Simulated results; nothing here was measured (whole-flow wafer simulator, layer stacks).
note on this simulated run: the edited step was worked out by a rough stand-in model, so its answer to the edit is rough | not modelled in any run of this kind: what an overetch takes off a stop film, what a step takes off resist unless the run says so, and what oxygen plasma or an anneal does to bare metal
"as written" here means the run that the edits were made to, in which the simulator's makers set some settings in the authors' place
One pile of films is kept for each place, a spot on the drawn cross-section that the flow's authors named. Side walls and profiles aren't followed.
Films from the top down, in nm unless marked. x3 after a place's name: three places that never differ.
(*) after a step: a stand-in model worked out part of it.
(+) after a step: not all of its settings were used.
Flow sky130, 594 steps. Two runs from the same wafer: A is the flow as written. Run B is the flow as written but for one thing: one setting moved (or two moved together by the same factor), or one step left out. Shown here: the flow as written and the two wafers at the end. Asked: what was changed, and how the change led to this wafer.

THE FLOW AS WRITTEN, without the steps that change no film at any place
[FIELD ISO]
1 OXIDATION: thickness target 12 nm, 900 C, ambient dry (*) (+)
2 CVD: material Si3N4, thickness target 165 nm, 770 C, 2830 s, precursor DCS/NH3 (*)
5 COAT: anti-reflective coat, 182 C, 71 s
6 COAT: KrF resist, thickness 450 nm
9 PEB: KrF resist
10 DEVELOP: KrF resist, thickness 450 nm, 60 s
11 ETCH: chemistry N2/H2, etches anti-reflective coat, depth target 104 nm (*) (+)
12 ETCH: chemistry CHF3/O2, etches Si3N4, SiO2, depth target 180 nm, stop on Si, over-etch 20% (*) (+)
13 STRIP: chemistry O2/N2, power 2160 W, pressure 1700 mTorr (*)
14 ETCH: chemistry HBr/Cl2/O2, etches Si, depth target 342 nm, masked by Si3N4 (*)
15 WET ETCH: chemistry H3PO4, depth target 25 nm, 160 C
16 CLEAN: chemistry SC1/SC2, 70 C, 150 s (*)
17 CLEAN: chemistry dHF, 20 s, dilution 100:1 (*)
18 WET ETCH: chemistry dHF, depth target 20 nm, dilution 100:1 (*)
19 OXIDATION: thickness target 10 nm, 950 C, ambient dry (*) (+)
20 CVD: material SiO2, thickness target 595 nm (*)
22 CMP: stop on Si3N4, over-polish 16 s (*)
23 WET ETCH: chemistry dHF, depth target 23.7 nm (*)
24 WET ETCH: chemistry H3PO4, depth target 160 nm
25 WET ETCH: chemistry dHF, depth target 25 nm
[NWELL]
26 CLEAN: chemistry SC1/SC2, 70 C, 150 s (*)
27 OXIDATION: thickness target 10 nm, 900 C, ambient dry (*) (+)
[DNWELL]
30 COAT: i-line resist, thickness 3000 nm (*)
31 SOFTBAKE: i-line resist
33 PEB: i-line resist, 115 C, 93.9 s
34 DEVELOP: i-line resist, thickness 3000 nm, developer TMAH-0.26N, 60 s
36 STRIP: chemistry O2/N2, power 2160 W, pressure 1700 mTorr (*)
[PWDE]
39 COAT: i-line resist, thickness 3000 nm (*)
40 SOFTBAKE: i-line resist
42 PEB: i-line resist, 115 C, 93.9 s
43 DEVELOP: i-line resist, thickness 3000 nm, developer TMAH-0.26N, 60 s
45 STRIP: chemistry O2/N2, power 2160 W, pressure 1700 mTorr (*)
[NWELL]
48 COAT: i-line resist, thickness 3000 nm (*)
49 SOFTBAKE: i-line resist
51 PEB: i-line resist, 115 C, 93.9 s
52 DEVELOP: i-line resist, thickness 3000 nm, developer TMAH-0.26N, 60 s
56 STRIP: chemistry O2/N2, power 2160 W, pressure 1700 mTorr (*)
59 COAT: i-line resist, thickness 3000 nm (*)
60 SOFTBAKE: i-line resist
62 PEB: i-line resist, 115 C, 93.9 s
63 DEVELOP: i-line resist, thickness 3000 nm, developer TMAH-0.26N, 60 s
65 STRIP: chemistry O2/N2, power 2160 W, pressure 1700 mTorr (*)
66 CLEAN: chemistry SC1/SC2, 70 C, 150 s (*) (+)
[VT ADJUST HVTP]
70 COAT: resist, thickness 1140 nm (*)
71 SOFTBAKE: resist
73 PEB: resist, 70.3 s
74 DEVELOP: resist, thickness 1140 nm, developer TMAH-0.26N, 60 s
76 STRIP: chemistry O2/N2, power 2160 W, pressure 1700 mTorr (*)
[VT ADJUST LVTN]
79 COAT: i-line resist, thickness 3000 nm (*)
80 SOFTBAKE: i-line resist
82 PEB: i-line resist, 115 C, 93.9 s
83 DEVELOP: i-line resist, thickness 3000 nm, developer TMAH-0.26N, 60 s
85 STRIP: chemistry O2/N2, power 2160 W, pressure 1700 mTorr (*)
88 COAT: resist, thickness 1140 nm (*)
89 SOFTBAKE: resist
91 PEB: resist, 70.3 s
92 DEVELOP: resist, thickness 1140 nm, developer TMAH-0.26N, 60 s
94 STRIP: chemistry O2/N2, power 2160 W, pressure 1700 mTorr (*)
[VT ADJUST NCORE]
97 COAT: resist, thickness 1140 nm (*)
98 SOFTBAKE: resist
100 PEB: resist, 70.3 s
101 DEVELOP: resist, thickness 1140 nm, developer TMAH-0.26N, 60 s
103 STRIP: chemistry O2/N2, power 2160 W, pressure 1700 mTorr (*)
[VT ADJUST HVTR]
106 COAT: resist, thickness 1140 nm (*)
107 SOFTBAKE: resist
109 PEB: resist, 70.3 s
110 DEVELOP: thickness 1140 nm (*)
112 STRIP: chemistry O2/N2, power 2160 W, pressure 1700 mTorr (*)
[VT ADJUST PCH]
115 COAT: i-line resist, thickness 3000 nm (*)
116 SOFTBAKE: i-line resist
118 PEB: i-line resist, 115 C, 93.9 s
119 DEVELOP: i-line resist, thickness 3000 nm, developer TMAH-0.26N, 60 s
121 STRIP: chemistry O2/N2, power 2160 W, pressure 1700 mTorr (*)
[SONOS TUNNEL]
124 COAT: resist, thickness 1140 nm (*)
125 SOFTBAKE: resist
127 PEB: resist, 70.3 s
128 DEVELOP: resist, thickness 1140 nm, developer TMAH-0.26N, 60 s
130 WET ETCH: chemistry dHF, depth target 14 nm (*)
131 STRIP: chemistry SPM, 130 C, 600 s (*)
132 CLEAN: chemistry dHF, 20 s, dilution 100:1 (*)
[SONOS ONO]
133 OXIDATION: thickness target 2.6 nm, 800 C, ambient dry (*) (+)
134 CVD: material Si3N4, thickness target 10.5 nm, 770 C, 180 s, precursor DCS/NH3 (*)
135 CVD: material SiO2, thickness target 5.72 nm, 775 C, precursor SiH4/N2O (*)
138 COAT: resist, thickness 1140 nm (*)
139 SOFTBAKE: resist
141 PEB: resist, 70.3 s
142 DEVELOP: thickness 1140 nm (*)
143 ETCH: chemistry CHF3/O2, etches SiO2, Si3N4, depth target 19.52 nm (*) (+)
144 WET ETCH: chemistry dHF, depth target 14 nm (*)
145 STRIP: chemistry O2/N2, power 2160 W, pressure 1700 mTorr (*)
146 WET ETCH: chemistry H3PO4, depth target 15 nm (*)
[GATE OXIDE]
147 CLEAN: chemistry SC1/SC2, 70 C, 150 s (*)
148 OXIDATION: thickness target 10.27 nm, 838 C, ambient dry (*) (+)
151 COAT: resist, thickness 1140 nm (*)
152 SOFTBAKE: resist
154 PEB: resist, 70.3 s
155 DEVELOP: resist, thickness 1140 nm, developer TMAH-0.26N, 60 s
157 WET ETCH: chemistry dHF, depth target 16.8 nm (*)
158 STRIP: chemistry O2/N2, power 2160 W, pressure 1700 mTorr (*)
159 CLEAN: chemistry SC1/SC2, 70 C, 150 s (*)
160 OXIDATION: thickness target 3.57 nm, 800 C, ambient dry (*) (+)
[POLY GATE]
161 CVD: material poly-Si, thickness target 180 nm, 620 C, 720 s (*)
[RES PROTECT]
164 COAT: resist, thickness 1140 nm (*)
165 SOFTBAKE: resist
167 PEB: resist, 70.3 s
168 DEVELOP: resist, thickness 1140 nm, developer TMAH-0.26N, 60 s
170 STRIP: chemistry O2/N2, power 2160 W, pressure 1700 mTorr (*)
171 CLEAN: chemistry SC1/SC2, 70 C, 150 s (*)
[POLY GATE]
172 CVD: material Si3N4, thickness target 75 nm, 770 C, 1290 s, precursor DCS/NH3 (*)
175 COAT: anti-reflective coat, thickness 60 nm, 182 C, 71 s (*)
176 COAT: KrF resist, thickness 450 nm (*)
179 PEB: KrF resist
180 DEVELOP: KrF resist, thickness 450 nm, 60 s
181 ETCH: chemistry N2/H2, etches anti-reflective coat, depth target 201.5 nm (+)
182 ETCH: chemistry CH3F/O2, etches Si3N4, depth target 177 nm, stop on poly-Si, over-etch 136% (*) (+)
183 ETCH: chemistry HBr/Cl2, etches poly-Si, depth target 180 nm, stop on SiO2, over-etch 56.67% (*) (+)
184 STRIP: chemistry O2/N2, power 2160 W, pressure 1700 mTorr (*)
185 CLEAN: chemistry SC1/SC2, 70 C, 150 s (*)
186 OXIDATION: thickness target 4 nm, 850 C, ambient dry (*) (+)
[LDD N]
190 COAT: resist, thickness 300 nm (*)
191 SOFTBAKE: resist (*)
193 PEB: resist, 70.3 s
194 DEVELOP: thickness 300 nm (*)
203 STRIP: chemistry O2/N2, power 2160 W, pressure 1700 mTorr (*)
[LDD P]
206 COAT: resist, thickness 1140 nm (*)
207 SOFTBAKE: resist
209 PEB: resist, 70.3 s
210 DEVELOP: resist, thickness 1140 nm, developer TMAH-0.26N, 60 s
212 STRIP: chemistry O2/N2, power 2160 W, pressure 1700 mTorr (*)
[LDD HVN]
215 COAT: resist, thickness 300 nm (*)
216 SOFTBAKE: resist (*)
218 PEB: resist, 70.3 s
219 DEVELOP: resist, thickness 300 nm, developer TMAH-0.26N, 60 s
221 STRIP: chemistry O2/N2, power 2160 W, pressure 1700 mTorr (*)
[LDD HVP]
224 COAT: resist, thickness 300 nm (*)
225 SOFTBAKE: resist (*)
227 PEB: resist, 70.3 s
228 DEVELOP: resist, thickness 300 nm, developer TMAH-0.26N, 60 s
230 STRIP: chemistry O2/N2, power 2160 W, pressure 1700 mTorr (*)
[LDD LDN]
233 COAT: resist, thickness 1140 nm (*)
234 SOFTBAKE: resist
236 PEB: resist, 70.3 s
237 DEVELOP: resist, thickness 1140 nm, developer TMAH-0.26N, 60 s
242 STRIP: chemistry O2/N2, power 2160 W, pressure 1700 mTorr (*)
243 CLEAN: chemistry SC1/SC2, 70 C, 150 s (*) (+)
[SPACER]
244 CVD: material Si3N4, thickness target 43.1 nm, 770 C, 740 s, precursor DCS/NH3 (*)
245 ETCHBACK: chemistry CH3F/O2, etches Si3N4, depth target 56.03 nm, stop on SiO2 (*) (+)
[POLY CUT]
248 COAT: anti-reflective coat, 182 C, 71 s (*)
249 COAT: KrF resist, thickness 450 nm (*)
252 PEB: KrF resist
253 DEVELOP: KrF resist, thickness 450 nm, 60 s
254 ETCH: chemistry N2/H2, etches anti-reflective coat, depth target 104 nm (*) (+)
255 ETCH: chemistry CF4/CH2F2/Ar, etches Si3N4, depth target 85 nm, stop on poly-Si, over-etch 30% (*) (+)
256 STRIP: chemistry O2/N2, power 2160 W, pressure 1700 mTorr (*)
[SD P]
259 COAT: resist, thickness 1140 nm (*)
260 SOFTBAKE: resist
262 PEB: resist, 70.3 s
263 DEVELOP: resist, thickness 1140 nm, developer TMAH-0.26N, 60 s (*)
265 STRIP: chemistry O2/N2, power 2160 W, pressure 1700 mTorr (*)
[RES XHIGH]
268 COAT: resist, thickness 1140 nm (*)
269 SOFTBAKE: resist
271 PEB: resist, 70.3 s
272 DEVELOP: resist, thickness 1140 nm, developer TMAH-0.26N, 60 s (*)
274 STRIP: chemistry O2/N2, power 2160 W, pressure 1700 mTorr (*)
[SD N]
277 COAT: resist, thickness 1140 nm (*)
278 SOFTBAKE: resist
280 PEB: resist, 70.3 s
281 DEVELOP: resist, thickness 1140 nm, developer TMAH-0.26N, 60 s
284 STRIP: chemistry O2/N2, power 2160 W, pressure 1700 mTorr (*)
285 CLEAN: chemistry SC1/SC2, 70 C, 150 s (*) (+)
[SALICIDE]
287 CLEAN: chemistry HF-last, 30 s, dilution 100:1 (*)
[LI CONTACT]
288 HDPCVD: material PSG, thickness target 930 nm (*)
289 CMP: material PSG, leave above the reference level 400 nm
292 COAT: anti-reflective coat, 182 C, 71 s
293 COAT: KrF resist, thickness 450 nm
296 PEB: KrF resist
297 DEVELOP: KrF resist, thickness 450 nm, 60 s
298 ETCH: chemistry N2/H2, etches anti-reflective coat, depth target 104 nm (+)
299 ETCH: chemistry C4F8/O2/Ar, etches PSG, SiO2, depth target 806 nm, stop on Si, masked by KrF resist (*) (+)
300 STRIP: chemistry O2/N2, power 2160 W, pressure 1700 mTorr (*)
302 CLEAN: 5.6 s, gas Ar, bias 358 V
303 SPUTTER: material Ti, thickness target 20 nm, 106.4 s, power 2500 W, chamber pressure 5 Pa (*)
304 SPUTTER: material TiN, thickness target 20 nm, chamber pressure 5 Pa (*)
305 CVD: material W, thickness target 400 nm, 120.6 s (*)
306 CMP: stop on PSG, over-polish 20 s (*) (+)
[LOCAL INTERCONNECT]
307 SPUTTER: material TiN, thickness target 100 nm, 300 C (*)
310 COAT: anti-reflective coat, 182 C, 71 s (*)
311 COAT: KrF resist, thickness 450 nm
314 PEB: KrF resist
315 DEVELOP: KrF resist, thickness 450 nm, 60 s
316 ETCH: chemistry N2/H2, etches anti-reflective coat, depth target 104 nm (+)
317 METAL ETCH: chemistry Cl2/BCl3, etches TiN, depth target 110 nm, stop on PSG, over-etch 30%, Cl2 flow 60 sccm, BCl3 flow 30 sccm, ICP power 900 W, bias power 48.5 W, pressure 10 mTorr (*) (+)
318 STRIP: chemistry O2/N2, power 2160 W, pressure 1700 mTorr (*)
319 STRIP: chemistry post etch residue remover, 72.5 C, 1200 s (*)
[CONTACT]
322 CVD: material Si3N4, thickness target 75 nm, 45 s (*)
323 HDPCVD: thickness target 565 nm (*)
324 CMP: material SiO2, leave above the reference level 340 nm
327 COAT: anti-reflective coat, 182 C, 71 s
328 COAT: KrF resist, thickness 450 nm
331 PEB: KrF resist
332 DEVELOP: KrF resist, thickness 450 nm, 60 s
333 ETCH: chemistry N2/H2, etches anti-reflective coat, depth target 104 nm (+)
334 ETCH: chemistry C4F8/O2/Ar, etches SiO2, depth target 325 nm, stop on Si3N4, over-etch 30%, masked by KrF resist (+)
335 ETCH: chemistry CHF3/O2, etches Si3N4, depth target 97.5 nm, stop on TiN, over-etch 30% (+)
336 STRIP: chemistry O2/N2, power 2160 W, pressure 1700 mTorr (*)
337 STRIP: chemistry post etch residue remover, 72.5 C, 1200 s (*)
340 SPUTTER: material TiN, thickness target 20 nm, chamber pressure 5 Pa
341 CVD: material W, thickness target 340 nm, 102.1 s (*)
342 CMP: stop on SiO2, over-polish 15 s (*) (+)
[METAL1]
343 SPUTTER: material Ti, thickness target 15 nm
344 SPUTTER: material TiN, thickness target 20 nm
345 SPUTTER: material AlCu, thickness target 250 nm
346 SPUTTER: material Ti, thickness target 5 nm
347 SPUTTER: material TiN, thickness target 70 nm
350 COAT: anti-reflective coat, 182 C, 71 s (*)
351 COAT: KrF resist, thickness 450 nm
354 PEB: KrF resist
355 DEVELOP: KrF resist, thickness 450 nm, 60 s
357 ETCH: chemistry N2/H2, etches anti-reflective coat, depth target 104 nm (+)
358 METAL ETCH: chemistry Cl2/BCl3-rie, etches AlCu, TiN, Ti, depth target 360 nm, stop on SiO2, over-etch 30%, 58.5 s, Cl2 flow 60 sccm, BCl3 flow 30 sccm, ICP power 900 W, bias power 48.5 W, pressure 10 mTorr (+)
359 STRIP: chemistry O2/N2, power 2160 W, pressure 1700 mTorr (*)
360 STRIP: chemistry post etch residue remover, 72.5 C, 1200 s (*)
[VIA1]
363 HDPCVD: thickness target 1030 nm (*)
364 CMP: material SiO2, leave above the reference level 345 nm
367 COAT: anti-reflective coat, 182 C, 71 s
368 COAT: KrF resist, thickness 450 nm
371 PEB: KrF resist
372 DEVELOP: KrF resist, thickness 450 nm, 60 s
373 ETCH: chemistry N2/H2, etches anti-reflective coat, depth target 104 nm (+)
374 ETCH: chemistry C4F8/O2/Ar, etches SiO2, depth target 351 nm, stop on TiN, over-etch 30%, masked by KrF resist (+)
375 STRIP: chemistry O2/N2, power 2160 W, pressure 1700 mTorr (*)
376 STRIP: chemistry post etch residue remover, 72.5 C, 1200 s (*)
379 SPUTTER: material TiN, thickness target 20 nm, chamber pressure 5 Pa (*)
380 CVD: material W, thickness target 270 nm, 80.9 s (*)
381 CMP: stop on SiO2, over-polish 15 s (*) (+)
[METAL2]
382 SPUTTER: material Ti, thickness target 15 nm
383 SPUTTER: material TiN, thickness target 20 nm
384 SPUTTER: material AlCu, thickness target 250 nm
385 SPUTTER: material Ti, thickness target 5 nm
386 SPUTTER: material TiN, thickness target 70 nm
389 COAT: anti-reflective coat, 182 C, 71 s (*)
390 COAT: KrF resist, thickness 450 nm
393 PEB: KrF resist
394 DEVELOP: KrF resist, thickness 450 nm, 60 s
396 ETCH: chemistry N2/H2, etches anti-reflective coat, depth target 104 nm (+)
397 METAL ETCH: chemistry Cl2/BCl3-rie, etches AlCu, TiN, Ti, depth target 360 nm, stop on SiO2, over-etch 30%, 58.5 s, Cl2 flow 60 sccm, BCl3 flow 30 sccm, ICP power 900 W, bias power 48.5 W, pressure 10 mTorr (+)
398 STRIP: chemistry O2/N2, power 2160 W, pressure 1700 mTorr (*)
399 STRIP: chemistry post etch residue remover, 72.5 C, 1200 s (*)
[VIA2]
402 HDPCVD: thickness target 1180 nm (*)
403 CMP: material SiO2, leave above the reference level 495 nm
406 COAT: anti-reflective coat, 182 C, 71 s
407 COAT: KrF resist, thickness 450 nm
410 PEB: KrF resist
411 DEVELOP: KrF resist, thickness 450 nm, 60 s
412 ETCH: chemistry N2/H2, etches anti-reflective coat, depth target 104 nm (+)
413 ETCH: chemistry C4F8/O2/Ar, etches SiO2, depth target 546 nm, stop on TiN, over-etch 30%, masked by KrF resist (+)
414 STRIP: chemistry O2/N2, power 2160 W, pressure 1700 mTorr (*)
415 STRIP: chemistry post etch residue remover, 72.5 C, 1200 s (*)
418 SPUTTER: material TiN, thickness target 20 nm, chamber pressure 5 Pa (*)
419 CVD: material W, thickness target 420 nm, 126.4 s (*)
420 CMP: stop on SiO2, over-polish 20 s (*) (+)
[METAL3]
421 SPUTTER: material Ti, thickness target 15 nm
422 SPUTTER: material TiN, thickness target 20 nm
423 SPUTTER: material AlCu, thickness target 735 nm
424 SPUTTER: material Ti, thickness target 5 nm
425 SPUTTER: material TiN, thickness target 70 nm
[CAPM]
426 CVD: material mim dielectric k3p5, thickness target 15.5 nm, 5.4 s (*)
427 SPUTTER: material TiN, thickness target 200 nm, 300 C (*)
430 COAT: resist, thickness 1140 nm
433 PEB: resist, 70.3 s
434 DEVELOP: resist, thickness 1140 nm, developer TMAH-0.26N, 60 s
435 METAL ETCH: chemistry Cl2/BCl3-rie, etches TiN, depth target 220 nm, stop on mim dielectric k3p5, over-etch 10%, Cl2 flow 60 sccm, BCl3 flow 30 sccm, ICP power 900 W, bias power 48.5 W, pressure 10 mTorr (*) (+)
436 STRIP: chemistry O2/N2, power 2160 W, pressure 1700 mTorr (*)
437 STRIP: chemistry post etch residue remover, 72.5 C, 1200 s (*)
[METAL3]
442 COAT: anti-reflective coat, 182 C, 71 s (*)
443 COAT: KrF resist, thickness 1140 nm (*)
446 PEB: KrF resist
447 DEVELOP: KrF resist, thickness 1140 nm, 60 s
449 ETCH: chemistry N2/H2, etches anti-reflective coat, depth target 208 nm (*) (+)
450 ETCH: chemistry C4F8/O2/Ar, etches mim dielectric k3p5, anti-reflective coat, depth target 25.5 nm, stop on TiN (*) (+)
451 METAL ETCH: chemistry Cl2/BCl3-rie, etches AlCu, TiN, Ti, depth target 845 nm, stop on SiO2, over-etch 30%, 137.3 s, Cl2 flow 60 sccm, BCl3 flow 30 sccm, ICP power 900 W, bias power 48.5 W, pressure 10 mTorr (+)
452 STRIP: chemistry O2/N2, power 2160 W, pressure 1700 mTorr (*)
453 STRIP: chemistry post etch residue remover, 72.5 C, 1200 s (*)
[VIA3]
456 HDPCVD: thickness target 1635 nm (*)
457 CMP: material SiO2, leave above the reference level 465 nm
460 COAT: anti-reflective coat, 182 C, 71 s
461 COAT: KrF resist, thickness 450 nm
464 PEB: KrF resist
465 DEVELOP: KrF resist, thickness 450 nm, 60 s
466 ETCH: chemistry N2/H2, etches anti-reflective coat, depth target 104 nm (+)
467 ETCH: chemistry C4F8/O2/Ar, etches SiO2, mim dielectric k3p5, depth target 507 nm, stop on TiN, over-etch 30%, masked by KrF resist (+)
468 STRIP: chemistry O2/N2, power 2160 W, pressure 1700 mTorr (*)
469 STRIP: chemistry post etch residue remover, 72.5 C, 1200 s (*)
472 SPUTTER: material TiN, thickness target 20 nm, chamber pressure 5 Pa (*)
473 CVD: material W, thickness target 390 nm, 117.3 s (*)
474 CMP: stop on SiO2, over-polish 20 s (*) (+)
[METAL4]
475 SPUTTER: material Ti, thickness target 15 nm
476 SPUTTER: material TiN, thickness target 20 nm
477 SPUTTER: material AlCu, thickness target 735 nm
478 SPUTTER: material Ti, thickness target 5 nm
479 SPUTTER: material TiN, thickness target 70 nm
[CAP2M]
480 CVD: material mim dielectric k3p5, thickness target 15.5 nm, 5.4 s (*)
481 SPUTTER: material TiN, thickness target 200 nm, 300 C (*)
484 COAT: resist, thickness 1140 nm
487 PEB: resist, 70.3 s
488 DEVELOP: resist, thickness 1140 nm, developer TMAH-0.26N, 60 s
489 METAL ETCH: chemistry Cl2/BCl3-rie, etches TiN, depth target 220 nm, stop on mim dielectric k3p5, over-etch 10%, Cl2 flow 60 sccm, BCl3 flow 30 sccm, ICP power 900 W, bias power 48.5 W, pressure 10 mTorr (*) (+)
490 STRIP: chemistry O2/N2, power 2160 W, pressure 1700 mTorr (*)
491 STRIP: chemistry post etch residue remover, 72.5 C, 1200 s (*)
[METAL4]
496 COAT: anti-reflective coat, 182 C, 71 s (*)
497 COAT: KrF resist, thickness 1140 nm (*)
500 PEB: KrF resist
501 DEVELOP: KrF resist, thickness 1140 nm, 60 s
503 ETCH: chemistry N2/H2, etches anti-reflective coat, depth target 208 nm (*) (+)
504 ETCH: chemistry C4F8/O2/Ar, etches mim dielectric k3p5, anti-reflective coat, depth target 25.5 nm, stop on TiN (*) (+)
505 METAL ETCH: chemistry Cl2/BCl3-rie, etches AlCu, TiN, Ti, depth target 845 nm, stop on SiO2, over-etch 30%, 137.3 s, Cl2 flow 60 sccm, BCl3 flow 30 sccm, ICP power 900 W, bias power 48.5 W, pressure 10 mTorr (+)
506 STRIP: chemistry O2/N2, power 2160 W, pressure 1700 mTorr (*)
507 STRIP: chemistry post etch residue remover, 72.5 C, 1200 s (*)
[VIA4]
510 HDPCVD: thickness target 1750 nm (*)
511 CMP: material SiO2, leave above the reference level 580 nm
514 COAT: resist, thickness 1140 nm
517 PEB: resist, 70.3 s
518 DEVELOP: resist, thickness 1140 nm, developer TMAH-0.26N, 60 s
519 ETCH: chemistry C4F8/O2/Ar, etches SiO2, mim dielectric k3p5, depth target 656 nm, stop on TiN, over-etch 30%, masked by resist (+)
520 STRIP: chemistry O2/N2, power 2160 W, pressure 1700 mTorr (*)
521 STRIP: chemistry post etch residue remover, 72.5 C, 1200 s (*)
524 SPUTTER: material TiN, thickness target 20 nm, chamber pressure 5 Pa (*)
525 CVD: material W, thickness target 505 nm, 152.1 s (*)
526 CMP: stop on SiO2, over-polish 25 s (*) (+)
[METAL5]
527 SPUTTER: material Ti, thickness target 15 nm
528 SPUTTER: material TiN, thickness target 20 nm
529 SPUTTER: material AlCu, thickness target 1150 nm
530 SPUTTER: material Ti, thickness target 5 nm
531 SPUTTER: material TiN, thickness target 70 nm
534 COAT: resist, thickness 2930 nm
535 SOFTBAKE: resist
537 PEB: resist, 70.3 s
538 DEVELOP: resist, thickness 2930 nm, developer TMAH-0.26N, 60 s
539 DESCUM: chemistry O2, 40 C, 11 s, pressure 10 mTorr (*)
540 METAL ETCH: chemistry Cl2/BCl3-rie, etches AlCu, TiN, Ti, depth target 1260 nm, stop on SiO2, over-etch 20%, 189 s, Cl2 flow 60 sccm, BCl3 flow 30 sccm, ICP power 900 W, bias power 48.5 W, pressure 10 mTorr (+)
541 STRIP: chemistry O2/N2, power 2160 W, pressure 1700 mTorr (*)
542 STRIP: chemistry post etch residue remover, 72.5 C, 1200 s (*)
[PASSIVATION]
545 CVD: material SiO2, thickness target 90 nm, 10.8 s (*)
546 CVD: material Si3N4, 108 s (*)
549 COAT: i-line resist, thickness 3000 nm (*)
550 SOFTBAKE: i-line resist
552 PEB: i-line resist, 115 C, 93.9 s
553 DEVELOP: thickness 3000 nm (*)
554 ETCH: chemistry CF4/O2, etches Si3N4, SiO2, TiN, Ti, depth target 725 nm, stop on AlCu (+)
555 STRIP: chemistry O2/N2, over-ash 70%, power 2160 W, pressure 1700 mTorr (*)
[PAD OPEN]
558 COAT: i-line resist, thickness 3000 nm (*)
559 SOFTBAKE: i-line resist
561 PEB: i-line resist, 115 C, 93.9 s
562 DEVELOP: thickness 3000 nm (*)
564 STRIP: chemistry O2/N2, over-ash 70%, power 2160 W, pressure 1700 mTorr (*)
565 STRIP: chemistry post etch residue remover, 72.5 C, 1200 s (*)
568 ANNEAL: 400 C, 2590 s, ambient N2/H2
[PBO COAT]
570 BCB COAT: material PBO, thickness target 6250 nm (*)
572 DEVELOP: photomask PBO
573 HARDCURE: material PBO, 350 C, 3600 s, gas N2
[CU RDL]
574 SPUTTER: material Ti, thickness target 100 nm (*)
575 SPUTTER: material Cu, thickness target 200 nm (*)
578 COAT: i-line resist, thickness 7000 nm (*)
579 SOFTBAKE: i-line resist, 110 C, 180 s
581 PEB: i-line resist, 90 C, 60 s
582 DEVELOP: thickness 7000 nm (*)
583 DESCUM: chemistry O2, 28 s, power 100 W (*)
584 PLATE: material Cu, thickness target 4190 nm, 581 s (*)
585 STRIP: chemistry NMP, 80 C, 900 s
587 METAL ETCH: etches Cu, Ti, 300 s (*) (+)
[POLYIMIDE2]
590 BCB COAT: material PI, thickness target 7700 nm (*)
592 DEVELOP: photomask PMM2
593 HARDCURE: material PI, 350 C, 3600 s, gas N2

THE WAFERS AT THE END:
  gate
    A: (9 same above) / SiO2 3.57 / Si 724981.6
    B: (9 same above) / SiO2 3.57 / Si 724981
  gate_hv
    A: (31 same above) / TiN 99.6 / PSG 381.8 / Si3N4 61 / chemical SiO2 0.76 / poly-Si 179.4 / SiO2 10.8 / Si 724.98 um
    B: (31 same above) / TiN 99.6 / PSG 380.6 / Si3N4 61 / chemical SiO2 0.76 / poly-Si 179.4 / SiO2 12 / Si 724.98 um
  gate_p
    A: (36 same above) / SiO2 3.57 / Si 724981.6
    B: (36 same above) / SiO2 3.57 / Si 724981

The cause: step 148, OXIDATION: thickness target 11.55 nm was run, where the flow has thickness target 10.27 nm.

How the change led to this, step by step:
  148 OXIDATION: thickness target 10.27 nm, 838 C, ambient dry (*) (+)
      active, n_well, p_well and 98 more: A SiO2 +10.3 (new film), chemical SiO2 -0.76 (all of it), Si -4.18 | B SiO2 +11.6 (new film), chemical SiO2 -0.76 (all of it), Si -4.75
  157 WET ETCH: chemistry dHF, depth target 16.8 nm (*)
      active, n_well, p_well and 58 more: A SiO2 -10.3 (all of it) | B SiO2 -11.6 (all of it)
  248 COAT: anti-reflective coat, 182 C, 71 s (*)
      gate_p_hv: A anti-reflective coat +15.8 (new film) | B anti-reflective coat +15.1 (new film)
  256 STRIP: chemistry O2/N2, power 2160 W, pressure 1700 mTorr (*)
      gate_p_hv: A KrF resist -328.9 (all of it), anti-reflective coat -15.8 (all of it) | B KrF resist -328.9 (all of it), anti-reflective coat -15.1 (all of it)
  306 CMP: stop on PSG, over-polish 20 s (*) (+)
      poly_licon: A W -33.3 | B W -34
